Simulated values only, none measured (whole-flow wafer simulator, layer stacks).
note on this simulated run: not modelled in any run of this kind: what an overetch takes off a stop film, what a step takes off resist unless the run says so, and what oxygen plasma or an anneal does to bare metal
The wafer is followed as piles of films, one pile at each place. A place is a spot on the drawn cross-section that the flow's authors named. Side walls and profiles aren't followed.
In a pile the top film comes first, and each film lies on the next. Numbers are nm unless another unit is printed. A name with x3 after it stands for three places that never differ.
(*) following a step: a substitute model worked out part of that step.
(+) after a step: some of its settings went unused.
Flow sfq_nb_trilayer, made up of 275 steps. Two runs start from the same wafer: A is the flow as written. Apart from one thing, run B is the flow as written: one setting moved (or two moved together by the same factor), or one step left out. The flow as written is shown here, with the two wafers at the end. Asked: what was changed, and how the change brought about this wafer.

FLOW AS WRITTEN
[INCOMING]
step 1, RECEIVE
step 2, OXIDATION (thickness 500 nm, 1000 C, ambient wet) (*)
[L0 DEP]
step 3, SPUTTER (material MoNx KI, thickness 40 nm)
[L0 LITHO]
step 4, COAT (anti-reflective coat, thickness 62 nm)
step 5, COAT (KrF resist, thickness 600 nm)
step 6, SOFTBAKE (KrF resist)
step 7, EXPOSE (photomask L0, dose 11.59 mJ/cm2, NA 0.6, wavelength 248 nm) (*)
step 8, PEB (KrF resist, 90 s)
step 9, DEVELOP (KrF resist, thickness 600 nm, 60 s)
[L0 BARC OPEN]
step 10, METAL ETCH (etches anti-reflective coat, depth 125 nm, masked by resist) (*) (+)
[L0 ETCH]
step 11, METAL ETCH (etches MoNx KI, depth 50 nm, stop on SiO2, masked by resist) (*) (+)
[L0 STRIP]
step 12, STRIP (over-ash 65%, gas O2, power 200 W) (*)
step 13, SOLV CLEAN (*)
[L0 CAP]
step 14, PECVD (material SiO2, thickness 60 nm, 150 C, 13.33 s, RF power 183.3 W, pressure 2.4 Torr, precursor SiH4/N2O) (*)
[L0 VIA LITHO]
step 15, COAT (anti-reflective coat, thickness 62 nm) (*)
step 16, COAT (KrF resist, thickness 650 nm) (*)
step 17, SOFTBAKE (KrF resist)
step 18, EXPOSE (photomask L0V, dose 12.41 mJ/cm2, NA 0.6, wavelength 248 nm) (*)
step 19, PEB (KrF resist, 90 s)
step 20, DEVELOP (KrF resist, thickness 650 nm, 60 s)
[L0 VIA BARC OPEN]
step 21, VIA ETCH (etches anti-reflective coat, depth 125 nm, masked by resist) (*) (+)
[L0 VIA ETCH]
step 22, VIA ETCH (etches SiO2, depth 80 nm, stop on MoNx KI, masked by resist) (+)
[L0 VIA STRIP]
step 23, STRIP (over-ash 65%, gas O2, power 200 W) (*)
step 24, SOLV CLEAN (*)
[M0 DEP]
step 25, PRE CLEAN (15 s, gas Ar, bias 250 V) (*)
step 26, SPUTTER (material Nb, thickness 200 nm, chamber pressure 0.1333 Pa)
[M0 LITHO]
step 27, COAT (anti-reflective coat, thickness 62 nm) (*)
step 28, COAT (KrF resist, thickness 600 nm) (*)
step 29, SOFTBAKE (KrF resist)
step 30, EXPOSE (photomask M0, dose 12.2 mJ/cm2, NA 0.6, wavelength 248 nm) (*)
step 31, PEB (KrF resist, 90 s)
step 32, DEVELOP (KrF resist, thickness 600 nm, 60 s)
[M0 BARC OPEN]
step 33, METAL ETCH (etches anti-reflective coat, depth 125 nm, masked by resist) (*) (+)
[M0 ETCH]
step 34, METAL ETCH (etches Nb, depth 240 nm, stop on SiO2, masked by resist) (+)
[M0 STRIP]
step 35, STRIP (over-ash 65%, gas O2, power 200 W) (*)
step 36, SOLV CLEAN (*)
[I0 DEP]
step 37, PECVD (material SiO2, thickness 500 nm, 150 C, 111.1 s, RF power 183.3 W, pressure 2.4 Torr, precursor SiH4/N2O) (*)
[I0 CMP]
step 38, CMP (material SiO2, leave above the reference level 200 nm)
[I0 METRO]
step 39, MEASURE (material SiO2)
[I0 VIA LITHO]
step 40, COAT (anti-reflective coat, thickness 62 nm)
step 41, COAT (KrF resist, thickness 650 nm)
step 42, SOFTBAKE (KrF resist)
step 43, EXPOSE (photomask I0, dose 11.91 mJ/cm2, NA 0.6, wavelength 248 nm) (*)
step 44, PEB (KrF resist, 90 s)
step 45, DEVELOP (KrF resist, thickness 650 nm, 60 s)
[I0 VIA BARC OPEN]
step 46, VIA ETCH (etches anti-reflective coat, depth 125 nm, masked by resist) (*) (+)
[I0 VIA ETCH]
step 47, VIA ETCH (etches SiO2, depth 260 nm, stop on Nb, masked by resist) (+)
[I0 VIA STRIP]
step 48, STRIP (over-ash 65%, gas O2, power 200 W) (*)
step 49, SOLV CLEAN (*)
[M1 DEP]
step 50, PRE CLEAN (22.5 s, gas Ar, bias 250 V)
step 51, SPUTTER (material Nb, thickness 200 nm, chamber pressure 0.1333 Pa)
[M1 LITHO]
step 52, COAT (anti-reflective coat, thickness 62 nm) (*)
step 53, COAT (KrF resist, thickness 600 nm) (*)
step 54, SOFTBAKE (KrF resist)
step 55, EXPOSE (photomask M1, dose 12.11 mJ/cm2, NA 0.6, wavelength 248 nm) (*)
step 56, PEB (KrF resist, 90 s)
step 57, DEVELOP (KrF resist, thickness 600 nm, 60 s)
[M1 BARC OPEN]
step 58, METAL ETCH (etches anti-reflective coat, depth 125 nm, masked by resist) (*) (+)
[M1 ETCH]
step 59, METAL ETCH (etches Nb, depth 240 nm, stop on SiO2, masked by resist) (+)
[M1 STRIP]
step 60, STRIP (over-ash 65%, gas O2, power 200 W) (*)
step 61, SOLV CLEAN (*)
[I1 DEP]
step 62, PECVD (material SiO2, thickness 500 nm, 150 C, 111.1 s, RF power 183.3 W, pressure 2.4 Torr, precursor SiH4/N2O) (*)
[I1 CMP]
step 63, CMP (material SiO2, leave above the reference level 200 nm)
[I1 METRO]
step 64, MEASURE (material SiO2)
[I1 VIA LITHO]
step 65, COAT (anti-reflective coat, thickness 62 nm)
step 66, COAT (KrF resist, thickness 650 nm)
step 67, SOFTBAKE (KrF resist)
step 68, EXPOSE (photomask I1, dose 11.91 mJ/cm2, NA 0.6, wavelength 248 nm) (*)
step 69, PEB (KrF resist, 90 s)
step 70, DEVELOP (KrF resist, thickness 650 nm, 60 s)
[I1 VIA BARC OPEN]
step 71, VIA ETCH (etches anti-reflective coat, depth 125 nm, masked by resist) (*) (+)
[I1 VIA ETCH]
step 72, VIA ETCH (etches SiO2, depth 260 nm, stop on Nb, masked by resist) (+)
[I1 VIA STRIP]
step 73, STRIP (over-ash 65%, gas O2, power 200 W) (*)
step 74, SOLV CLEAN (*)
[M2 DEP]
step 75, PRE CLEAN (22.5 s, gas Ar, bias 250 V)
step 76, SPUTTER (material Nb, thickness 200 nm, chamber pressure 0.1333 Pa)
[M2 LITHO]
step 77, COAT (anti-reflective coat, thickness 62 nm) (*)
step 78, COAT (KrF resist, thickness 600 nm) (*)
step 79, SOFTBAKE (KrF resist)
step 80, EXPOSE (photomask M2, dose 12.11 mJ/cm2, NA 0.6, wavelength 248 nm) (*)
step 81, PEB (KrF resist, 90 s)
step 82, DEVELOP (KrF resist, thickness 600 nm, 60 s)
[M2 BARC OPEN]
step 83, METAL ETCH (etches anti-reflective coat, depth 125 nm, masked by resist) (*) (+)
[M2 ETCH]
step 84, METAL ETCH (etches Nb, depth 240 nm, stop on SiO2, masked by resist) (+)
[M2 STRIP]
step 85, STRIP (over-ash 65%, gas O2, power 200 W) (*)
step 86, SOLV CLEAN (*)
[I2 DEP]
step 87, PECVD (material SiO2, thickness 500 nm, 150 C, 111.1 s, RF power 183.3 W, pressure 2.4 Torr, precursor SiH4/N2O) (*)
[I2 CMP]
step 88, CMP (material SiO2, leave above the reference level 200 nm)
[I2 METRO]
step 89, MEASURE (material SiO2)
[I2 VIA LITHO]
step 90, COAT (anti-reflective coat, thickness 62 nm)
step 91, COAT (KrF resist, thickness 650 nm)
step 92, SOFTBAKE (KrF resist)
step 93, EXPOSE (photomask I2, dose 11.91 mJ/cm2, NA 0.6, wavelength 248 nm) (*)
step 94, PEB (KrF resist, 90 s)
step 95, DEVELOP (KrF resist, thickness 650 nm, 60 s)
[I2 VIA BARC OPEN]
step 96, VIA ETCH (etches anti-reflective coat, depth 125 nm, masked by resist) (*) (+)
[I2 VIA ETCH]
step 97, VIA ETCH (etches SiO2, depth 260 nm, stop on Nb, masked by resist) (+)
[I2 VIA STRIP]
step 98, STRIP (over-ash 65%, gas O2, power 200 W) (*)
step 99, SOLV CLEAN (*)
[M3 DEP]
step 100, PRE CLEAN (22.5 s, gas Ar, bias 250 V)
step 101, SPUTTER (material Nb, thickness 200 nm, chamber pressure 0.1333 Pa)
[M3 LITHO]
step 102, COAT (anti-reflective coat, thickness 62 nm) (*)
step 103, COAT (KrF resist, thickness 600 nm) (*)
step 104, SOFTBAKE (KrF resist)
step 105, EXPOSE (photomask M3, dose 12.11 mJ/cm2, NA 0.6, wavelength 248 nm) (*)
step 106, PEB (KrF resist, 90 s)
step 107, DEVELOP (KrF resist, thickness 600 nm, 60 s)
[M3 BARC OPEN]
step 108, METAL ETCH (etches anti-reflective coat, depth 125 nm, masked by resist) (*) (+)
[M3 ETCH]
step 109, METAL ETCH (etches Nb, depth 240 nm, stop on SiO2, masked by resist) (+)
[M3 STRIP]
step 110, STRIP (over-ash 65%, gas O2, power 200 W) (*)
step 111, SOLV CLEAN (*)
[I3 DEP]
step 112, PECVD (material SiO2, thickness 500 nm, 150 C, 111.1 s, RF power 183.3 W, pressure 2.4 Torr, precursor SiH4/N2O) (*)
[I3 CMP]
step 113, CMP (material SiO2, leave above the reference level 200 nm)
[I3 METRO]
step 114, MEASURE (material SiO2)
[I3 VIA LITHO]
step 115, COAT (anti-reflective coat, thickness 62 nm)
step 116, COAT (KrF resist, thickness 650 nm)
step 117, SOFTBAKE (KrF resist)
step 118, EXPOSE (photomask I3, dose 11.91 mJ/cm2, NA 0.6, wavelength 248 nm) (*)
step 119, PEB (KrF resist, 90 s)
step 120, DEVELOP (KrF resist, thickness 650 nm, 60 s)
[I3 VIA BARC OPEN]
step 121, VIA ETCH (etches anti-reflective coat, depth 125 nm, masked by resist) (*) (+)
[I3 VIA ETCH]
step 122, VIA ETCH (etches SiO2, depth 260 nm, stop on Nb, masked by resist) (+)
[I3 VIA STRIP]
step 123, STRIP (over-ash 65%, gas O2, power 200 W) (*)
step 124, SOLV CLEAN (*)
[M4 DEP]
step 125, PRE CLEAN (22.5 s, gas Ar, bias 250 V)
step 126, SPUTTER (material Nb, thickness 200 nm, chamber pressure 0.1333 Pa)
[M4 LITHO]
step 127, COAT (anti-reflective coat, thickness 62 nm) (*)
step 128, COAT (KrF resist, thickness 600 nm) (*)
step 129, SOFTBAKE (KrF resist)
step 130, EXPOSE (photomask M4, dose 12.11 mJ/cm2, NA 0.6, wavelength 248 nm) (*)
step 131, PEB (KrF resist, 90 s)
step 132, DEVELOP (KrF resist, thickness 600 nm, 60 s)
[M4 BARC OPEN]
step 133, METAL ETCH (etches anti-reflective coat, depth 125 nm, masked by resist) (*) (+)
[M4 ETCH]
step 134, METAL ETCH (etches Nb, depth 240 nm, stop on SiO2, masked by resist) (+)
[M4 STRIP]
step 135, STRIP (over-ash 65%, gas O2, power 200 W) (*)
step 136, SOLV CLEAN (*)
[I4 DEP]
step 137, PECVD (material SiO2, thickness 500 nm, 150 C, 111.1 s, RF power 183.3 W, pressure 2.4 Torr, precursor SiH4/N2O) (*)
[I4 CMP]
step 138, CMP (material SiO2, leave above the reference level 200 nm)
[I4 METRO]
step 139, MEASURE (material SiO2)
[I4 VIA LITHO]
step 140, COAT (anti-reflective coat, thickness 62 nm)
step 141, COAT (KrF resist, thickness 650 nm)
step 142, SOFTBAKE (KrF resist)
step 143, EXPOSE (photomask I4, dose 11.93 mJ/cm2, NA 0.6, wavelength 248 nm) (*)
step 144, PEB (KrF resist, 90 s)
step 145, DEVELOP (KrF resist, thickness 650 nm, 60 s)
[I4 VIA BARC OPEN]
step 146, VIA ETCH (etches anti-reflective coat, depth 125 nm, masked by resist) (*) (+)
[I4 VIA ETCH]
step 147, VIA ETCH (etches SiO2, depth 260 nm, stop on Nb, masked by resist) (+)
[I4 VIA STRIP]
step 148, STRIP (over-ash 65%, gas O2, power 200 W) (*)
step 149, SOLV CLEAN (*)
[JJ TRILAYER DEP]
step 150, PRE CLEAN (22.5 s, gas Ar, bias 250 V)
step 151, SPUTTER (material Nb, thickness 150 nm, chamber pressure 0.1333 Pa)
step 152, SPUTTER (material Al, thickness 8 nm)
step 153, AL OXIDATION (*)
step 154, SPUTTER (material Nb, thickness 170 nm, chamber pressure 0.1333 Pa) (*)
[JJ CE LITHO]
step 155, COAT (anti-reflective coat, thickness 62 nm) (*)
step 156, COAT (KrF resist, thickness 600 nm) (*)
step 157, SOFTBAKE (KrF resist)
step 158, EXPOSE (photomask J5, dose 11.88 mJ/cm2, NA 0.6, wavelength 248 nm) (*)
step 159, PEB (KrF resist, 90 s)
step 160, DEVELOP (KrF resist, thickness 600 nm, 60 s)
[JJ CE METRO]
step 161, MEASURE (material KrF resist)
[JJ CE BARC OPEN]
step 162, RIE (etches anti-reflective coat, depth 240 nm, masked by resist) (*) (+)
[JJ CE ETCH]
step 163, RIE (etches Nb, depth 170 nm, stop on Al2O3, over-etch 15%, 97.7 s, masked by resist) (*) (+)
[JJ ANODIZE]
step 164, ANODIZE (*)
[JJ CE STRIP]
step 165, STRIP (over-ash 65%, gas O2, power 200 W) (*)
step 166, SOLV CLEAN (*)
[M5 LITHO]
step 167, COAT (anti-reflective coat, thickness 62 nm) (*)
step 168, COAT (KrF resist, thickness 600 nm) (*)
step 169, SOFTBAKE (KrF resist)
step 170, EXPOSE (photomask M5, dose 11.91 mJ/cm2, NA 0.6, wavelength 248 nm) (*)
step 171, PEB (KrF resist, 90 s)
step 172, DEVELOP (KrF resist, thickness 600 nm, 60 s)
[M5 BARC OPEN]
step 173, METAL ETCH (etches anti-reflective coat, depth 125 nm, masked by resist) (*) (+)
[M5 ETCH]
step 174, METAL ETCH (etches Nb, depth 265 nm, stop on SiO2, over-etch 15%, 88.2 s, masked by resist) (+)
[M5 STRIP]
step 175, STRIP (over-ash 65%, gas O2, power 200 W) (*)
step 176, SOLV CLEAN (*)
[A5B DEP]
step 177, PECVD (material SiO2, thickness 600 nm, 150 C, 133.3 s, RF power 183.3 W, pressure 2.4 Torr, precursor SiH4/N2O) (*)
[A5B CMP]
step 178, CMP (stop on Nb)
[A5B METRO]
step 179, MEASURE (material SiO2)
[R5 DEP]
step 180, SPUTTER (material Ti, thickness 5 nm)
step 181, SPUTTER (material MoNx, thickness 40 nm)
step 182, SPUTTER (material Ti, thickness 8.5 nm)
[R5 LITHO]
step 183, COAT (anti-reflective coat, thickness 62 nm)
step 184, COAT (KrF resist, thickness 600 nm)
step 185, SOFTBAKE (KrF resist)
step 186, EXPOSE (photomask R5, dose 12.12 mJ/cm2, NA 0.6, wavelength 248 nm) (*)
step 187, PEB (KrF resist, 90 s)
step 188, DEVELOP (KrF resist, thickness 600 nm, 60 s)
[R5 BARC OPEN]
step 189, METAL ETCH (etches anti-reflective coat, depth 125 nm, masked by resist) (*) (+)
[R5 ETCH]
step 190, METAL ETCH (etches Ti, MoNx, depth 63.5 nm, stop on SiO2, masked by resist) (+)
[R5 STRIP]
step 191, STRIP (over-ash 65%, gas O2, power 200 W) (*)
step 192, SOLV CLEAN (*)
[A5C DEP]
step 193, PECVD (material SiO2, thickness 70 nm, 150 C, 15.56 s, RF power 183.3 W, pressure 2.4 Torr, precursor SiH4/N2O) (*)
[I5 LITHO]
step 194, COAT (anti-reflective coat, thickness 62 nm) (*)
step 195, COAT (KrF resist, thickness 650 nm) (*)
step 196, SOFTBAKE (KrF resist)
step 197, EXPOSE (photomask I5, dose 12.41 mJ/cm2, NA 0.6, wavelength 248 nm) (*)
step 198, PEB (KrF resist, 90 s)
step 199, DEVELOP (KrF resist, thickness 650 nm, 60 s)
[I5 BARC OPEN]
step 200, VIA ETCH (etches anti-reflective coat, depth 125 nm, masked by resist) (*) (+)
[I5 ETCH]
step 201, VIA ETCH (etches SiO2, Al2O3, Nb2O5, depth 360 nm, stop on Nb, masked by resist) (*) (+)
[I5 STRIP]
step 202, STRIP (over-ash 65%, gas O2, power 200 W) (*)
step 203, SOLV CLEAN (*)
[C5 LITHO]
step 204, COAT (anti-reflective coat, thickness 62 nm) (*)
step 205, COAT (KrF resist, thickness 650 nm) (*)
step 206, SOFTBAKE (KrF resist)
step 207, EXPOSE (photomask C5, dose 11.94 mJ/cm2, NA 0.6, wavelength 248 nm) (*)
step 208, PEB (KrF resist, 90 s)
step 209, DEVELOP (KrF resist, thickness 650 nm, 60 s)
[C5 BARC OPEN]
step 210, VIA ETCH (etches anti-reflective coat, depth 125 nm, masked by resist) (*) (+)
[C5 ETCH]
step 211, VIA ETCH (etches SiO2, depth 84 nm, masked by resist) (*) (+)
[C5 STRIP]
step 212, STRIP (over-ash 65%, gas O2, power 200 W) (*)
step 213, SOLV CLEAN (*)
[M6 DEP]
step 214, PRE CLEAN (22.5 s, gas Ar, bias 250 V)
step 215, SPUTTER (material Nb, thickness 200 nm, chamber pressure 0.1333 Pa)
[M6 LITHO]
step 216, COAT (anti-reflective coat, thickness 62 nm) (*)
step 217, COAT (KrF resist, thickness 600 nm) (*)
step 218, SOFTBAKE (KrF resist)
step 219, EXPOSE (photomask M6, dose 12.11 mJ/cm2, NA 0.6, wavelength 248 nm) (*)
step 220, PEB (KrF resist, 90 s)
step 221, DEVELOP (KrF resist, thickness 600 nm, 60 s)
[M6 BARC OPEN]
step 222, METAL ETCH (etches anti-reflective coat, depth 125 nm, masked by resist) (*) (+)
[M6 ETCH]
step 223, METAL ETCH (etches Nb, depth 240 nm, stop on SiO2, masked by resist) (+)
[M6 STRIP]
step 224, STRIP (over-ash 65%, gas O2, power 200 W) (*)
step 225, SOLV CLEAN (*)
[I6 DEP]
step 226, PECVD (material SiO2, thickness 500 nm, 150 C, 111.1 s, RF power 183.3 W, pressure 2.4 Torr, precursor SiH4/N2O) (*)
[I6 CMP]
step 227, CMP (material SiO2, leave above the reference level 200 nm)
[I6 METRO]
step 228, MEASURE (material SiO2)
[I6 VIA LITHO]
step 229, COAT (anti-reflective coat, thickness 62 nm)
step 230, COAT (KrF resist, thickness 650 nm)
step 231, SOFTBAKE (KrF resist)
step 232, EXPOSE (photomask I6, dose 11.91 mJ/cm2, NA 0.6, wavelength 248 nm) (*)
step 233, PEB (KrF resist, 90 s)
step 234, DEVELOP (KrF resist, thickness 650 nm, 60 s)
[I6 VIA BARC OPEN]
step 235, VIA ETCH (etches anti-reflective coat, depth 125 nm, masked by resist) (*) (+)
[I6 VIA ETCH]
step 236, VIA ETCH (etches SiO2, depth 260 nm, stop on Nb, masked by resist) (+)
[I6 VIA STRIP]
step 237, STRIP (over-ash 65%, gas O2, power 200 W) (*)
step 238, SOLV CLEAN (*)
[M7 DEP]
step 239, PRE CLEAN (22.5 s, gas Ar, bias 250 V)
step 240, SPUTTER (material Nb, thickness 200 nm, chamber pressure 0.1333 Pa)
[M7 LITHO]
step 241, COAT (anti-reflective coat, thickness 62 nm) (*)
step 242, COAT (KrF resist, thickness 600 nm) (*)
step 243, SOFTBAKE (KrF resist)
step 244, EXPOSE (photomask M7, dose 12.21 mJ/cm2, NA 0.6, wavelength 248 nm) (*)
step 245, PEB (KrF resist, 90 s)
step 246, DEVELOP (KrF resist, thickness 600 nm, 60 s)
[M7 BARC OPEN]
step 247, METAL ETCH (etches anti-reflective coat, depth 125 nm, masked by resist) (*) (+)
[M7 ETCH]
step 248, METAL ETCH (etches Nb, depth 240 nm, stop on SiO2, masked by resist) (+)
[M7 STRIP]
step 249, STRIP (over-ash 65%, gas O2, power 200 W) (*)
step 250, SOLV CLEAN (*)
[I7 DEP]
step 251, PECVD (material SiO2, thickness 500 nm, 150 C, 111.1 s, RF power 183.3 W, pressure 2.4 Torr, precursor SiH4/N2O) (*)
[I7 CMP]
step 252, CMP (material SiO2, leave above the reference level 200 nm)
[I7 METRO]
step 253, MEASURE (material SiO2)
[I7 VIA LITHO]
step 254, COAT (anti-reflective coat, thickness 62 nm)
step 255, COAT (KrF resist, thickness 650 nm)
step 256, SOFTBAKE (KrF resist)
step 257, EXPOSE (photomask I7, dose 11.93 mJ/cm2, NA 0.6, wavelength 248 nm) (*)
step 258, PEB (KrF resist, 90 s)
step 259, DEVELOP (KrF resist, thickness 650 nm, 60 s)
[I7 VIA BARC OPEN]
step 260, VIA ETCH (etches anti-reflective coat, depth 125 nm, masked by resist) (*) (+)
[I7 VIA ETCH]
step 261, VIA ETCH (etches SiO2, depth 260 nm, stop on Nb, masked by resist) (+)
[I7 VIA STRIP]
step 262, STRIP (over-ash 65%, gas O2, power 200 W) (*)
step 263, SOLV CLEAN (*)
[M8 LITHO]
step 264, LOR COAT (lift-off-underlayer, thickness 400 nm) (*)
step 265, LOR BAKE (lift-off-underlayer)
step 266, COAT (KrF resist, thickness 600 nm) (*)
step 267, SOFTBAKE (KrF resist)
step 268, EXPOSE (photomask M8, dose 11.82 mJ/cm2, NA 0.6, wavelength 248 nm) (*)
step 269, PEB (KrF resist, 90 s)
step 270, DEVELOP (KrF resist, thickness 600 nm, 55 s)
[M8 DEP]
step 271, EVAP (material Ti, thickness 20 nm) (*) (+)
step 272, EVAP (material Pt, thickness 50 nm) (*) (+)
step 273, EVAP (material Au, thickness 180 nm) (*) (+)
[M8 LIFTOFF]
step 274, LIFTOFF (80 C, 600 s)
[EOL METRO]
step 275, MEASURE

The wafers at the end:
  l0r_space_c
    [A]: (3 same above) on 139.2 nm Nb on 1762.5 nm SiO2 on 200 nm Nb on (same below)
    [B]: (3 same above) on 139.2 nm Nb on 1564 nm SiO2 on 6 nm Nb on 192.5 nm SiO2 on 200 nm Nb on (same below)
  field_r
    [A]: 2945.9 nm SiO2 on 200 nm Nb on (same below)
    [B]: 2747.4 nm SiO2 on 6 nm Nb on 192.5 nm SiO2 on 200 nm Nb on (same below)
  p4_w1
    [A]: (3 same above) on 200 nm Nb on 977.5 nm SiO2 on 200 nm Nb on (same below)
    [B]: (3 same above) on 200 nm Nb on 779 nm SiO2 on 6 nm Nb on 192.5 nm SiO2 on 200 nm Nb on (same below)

What caused this: step 59, METAL ETCH: depth 194 nm was run, while the flow as written has depth 240 nm.

Step by step, how the change led to this:
  step 59, METAL ETCH (etches Nb, depth 240 nm, stop on SiO2, masked by resist) (+)
      field_l, be, be_sur and 79 more: A Nb loses 200 (all of it) | B Nb loses 194
      v_sur, via_wl, via_w and 21 more: A KrF resist loses 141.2 | B KrF resist loses 114.1
  step 60, STRIP (over-ash 65%, gas O2, power 200 W) (*)
      wl_j_sl, wl_jj, wl_j_sr and 13 more: A KrF resist loses 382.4 (all of it), anti-reflective coat loses 62 (all of it) | B KrF resist loses 409.4 (all of it), anti-reflective coat loses 62 (all of it)
      v_sur: A KrF resist loses 365.9 (all of it), anti-reflective coat loses 61.1 (all of it) | B KrF resist loses 392.9 (all of it), anti-reflective coat loses 61.1 (all of it)
      (as well as at 7 more places)
  step 62, PECVD (material SiO2, thickness 500 nm, 150 C, 111.1 s, RF power 183.3 W, pressure 2.4 Torr, precursor SiH4/N2O) (*)
      field_l, be, be_sur and 72 more: A SiO2 gains 500 | B SiO2 gains 500 (new film)
      lsp_m, ln_m6, lsp_r, l0_sur, l0v: A SiO2 gains 494.9 | B SiO2 gains 500 (new film)
      (as well as at 2 more places)
  step 63, CMP (material SiO2, leave above the reference level 200 nm)
      field_l, be, be_sur and 72 more: A SiO2 loses 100 | B SiO2 loses 106
      lsp_m, ln_m6, lsp_r, l0_sur, l0v: A SiO2 loses 94.9 | B SiO2 loses 106
With metal films that touch counted as one body, l0r_space_c has 3 bodies (between them, from the top down: SiO2 1564; SiO2 192.5); the flow as written gives 2 bodies (between them, from the top down: SiO2 1762.5).
With metal films that touch counted as one body, field_r has 2 bodies (between them, from the top down: SiO2 192.5); the flow as written gives 1 body.
With metal films that touch counted as one body, p4_w1 has 4 bodies (between them, from the top down: SiO2 192.5; SiO2 779; SiO2 192.5); the flow as written gives 3 bodies (between them, from the top down: SiO2 192.5; SiO2 977.5).
